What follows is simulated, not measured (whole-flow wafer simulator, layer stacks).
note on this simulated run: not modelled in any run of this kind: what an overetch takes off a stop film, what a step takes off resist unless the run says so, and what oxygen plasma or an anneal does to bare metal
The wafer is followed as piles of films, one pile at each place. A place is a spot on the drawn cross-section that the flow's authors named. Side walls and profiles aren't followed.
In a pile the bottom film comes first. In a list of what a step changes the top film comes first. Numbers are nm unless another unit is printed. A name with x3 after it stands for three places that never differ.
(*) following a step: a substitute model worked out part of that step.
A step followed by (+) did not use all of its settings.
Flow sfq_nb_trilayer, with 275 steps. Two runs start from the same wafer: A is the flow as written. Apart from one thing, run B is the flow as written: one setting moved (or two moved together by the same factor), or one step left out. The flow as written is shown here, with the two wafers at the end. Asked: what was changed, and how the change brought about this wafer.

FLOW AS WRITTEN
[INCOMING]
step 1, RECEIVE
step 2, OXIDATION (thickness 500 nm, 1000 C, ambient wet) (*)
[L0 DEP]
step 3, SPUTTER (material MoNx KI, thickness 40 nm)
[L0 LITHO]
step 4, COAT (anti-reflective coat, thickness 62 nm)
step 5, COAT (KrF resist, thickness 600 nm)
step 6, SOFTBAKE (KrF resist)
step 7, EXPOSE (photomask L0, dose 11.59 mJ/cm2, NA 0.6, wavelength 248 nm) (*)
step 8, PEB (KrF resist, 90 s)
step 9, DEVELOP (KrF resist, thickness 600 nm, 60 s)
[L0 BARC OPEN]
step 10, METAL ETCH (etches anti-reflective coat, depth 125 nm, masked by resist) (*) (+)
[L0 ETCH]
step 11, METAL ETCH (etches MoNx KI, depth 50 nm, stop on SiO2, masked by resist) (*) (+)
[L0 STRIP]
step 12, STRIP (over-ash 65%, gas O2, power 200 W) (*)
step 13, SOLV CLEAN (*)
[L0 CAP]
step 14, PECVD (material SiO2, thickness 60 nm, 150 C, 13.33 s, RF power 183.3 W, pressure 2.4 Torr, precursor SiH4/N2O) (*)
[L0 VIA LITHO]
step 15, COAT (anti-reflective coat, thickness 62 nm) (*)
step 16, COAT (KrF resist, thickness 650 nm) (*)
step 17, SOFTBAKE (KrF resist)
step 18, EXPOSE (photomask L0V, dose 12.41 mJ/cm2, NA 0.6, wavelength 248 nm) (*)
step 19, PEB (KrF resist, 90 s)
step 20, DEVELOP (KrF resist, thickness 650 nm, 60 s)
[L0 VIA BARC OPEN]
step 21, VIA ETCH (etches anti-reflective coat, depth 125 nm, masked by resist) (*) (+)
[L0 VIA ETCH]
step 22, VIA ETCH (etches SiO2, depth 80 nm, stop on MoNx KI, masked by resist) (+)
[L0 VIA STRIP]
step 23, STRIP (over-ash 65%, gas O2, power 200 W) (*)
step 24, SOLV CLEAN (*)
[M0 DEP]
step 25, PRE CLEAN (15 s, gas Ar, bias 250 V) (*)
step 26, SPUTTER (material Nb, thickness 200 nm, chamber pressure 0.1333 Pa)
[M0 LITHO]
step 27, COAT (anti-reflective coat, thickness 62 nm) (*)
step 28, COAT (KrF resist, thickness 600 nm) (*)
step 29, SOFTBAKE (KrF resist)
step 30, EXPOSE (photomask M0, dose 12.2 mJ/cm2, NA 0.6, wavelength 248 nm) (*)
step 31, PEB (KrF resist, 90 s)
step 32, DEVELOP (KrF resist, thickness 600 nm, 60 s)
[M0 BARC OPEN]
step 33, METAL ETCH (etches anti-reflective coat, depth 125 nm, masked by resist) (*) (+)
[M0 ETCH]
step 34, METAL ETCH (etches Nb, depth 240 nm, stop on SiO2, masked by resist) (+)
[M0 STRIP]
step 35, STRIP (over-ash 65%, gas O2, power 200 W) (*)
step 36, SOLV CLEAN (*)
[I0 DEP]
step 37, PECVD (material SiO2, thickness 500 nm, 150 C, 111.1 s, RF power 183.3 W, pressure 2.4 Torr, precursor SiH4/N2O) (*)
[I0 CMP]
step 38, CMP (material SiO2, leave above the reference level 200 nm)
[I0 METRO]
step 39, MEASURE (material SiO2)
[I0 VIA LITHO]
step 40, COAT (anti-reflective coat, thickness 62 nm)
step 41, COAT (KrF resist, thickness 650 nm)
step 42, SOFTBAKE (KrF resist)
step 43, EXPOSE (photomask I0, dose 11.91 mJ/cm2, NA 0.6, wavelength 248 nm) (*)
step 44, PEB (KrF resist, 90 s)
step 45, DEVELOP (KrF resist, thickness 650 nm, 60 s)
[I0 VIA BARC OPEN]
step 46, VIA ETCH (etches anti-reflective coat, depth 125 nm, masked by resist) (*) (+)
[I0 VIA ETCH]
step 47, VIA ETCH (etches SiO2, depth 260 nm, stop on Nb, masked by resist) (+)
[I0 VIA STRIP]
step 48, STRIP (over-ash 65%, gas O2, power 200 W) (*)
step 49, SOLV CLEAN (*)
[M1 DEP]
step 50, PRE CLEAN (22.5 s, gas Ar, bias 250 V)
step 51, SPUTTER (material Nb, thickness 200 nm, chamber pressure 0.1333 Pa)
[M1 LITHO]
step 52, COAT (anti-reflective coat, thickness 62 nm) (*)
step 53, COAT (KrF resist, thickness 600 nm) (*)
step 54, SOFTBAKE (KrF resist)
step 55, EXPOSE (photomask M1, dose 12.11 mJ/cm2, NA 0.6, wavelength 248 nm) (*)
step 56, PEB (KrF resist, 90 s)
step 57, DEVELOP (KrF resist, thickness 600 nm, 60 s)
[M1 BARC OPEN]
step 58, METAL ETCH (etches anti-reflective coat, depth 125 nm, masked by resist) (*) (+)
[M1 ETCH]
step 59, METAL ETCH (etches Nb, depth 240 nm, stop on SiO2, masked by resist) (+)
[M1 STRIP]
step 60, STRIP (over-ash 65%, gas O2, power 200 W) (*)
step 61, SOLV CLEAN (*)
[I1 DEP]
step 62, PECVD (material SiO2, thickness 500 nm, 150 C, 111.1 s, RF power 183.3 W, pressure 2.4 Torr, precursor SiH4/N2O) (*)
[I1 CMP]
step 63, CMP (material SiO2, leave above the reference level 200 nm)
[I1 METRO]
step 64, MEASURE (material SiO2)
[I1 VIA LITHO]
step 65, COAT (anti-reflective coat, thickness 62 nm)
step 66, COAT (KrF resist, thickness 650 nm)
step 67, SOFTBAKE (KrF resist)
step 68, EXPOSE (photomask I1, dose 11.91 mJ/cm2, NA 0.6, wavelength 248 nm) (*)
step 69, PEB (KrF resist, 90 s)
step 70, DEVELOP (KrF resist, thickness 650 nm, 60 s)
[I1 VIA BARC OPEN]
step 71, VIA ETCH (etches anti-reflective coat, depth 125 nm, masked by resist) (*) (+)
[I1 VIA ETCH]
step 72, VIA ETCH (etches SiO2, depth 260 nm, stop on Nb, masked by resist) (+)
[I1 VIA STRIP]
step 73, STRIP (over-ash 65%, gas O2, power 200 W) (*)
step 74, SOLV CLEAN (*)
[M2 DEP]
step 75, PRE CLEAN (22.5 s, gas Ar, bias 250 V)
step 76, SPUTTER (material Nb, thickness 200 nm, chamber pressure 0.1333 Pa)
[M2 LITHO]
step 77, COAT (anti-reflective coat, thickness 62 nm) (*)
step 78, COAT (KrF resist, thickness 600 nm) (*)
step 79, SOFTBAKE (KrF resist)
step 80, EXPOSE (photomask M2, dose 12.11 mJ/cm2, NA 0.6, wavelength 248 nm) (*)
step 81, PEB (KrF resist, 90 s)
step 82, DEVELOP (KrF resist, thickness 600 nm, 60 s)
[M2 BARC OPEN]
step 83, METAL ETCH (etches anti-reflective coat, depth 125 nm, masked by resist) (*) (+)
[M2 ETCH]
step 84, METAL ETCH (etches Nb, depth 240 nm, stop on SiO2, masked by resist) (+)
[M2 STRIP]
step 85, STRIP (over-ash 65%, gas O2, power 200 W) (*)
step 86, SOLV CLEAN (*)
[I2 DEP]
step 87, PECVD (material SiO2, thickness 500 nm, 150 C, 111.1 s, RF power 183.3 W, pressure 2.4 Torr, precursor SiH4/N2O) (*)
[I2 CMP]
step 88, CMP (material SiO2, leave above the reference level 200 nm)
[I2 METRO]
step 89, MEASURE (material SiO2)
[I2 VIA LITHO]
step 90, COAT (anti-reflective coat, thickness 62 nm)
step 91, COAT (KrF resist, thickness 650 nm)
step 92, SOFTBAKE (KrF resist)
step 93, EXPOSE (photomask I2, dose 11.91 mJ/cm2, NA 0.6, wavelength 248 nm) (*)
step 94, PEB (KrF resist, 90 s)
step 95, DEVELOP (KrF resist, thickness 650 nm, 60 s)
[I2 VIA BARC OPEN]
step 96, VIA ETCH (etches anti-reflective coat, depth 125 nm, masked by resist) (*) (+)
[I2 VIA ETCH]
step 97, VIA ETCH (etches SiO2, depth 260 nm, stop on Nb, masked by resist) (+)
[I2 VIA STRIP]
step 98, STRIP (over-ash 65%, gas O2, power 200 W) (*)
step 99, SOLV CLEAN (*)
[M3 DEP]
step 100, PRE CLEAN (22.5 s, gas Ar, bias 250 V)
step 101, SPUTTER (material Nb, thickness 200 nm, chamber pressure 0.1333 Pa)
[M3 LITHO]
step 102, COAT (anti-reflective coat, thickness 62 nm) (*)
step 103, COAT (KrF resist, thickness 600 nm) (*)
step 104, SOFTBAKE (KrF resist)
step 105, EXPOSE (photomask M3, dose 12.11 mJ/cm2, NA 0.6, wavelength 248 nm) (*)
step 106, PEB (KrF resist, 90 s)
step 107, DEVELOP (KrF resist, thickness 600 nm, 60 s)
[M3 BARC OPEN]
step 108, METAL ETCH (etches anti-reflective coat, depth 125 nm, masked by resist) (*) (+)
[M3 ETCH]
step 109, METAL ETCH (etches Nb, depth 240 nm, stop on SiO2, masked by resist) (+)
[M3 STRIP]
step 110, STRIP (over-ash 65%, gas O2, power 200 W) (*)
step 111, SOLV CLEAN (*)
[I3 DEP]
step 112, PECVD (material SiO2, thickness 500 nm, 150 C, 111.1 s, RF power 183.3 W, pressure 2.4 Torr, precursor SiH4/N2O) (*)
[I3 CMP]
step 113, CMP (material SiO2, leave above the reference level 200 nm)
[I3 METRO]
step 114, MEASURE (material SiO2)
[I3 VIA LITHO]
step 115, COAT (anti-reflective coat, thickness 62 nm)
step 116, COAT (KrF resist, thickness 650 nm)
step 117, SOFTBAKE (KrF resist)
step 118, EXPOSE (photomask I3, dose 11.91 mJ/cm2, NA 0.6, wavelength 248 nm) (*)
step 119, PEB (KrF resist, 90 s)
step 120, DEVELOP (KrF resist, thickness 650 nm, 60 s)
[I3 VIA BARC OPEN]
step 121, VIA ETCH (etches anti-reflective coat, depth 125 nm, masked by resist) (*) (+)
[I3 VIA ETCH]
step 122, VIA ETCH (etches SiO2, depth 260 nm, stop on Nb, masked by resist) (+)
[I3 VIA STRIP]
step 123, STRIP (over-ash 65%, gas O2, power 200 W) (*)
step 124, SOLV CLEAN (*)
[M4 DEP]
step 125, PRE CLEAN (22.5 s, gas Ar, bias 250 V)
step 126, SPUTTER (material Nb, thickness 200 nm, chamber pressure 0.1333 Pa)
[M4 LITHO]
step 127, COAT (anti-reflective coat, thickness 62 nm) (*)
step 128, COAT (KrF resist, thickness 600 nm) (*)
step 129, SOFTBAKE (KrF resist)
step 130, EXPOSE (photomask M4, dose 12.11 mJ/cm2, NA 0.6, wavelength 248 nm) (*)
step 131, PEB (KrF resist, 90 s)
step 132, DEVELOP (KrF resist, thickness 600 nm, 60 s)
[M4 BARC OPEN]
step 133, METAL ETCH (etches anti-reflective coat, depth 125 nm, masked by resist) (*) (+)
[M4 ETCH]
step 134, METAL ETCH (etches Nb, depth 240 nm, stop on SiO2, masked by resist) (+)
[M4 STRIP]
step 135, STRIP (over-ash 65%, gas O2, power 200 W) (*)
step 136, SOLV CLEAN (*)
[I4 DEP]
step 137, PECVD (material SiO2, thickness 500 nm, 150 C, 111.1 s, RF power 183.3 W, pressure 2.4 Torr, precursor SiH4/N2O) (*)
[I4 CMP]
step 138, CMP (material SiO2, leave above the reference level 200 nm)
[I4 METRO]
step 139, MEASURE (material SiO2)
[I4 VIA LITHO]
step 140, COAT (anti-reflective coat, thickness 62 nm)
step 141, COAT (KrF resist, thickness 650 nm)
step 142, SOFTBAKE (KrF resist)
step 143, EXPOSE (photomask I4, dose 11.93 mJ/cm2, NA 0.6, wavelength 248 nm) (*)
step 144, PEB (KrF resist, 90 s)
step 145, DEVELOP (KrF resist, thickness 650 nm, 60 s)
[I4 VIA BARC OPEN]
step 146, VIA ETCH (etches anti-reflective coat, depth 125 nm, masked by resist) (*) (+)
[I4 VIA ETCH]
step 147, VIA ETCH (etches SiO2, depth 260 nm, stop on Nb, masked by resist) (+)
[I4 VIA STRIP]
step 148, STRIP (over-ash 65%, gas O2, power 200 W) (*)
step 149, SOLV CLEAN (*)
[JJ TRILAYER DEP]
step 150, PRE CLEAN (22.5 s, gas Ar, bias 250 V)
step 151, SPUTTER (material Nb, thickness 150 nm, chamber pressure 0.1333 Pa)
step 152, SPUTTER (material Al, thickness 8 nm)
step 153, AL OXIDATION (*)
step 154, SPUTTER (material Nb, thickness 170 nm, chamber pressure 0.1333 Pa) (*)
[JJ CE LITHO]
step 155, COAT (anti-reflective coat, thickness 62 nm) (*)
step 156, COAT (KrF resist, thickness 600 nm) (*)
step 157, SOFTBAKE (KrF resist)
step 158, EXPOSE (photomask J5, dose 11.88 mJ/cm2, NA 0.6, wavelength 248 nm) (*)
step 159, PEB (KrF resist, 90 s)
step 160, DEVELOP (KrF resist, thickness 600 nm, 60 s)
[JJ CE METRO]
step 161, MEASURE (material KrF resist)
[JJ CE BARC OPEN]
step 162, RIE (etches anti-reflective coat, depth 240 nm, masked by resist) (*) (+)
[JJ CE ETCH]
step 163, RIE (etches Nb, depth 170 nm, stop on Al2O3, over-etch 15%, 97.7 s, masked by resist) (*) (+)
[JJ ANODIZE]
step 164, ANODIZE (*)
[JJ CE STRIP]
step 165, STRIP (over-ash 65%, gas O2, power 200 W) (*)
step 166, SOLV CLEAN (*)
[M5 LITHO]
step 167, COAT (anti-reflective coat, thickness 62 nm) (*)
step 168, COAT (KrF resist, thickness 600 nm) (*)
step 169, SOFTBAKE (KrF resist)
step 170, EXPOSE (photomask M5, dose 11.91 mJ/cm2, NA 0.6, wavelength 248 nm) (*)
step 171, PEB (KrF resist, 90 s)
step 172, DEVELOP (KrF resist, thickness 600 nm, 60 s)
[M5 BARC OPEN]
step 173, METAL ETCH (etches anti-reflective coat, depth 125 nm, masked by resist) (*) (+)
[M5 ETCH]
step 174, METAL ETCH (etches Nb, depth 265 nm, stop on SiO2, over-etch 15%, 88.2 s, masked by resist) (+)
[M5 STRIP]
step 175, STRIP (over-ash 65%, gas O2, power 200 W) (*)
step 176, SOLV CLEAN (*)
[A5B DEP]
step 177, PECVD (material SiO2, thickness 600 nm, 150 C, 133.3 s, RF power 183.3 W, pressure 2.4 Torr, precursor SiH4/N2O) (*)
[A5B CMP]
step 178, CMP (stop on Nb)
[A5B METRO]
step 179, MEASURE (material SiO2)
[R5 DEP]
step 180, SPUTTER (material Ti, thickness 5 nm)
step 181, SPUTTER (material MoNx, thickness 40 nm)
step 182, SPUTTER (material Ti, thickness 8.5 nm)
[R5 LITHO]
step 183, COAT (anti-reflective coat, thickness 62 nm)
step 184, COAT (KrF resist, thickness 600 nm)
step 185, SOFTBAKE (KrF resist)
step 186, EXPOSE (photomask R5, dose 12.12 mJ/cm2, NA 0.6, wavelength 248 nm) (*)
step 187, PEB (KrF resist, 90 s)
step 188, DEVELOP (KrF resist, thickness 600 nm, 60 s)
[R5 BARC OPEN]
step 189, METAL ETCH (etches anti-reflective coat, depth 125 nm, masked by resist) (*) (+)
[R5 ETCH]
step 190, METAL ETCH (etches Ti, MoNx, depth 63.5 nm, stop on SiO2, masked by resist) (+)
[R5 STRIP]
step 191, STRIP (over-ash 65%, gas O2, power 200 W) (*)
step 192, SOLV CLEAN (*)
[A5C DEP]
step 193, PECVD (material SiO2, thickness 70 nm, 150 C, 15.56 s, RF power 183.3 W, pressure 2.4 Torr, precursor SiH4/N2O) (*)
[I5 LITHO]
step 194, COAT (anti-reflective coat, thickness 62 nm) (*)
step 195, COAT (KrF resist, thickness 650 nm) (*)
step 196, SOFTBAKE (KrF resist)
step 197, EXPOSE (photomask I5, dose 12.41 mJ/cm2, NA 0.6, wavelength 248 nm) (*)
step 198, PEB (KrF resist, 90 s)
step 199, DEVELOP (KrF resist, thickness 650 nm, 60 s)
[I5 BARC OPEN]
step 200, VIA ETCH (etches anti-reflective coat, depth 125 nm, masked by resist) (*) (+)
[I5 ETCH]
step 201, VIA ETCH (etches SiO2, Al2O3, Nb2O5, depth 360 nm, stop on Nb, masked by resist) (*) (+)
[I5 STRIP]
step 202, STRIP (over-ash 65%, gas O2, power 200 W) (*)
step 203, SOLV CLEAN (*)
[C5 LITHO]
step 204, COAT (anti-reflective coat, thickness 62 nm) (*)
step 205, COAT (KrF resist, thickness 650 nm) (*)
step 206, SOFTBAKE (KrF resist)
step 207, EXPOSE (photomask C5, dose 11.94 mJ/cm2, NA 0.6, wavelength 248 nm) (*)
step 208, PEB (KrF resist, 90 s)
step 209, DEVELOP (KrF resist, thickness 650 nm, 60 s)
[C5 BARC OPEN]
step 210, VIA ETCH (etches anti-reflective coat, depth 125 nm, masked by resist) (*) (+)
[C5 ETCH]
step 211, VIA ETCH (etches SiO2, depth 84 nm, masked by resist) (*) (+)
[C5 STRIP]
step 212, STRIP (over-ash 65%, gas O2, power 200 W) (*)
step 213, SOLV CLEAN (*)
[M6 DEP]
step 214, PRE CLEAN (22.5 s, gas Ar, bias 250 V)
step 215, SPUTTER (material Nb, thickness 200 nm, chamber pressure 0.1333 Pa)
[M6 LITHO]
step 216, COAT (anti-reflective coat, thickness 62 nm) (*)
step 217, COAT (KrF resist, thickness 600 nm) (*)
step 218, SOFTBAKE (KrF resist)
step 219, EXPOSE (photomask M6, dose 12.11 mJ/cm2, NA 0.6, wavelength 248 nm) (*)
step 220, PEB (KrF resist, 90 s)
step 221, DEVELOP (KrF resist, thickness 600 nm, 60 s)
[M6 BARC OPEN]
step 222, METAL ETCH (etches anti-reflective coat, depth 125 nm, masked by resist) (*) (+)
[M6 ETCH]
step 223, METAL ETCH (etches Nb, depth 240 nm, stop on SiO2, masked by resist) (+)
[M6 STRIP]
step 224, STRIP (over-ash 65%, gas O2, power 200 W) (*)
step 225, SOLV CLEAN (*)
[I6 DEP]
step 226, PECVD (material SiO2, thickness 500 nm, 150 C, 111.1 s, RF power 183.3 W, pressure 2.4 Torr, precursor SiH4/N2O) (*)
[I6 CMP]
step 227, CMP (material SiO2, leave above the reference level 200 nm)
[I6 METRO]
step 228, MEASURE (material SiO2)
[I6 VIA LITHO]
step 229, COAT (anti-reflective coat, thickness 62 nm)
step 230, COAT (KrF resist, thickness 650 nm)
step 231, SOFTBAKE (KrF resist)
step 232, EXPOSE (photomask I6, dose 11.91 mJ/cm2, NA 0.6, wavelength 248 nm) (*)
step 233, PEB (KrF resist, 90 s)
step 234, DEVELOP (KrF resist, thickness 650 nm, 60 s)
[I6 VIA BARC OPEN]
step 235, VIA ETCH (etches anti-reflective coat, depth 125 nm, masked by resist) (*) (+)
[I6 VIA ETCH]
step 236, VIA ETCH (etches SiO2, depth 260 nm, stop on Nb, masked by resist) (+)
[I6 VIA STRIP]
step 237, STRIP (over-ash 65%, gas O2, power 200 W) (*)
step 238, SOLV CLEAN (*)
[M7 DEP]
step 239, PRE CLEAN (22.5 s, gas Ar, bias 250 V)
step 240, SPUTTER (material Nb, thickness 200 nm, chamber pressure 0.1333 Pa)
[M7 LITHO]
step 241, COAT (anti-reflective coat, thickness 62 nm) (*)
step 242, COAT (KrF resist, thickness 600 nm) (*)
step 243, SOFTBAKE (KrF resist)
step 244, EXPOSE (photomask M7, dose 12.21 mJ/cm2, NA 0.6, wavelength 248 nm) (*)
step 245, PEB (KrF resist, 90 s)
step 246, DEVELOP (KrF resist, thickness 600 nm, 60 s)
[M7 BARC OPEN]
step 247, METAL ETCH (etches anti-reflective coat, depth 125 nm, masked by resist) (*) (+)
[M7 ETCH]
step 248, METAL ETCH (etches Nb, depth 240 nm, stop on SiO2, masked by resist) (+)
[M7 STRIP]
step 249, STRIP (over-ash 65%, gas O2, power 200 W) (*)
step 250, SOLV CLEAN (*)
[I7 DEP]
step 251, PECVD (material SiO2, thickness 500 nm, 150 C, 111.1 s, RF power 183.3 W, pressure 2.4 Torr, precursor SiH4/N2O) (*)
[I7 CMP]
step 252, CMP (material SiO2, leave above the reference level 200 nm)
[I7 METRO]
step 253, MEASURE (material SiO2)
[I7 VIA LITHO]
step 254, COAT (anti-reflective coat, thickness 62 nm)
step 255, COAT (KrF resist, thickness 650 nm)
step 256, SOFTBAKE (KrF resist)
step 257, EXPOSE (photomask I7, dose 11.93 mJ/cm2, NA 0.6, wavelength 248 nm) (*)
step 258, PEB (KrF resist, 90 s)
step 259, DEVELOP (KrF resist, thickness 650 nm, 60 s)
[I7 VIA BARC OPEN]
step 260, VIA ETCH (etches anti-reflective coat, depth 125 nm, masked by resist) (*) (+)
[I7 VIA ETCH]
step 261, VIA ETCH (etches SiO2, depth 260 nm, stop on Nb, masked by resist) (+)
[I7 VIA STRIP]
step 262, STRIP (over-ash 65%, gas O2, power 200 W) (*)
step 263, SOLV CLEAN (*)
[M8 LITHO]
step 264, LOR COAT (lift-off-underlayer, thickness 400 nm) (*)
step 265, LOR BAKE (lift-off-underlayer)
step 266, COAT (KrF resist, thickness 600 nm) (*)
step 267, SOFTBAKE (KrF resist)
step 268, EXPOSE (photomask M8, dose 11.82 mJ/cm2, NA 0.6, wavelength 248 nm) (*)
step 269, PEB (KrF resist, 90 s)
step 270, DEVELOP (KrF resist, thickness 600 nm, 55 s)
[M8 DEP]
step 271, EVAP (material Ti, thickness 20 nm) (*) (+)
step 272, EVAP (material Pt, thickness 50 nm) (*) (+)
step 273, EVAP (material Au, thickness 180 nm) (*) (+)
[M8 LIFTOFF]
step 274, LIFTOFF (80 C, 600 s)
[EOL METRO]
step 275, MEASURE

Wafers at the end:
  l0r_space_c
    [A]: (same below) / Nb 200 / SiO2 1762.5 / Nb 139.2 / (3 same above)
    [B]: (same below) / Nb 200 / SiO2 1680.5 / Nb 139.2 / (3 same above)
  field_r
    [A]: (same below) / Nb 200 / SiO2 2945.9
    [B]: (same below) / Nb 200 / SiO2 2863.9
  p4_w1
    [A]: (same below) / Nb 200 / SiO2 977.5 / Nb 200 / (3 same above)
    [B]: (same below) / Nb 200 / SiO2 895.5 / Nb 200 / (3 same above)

The reason: step 63, CMP: leave above the reference level 118 nm was run, though the flow has leave above the reference level 200 nm.

How this came from the change, step by step:
  step 63, CMP (material SiO2, leave above the reference level 200 nm)
      field_l, be, be_sur and 72 more: A SiO2 loses 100 | B SiO2 loses 182
      v_sur, via_wl, via_wr and 20 more: A SiO2 loses 300 | B SiO2 loses 382
      (as well as at 8 more places)
  step 72, VIA ETCH (etches SiO2, depth 260 nm, stop on Nb, masked by resist) (+)
      field_l, v_sur, via_wl and 102 more: A KrF resist loses 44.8 | B KrF resist loses 30.5
      via_v: A SiO2 loses 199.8 (all of it) | B SiO2 loses 117.8 (all of it)
  step 73, STRIP (over-ash 65%, gas O2, power 200 W) (*)
      field_l, v_sur, via_wl and 102 more: A KrF resist loses 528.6 (all of it), anti-reflective coat loses 62 (all of it) | B KrF resist loses 543 (all of it), anti-reflective coat loses 62 (all of it)
  step 76, SPUTTER (material Nb, thickness 200 nm, chamber pressure 0.1333 Pa)
      via_v: A Nb gains 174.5 | B Nb gains 190.9
  step 77, COAT (anti-reflective coat, thickness 62 nm) (*)
      via_sp: A anti-reflective coat gains 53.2 (new film) | B anti-reflective coat gains 54.9 (new film)
      via_v: A anti-reflective coat gains 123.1 (new film) | B anti-reflective coat gains 104.6 (new film)
      (as well as at 1 more place)
  step 78, COAT (KrF resist, thickness 600 nm) (*)
      via_v: A KrF resist gains 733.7 (new film) | B KrF resist gains 667.1 (new film)
  step 85, STRIP (over-ash 65%, gas O2, power 200 W) (*)
      via_sp: A KrF resist loses 374.4 (all of it), anti-reflective coat loses 53.2 (all of it) | B KrF resist loses 379.8 (all of it), anti-reflective coat loses 54.9 (all of it)
      via_v: A KrF resist loses 515.8 (all of it), anti-reflective coat loses 123.1 (all of it) | B KrF resist loses 449.3 (all of it), anti-reflective coat loses 104.6 (all of it)
      (as well as at 1 more place)
  step 87, PECVD (material SiO2, thickness 500 nm, 150 C, 111.1 s, RF power 183.3 W, pressure 2.4 Torr, precursor SiH4/N2O) (*)
      via_v: A SiO2 gains 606 (new film) | B SiO2 gains 500 (new film)
  step 88, CMP (material SiO2, leave above the reference level 200 nm)
      via_v: A SiO2 loses 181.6 | B SiO2 loses 174
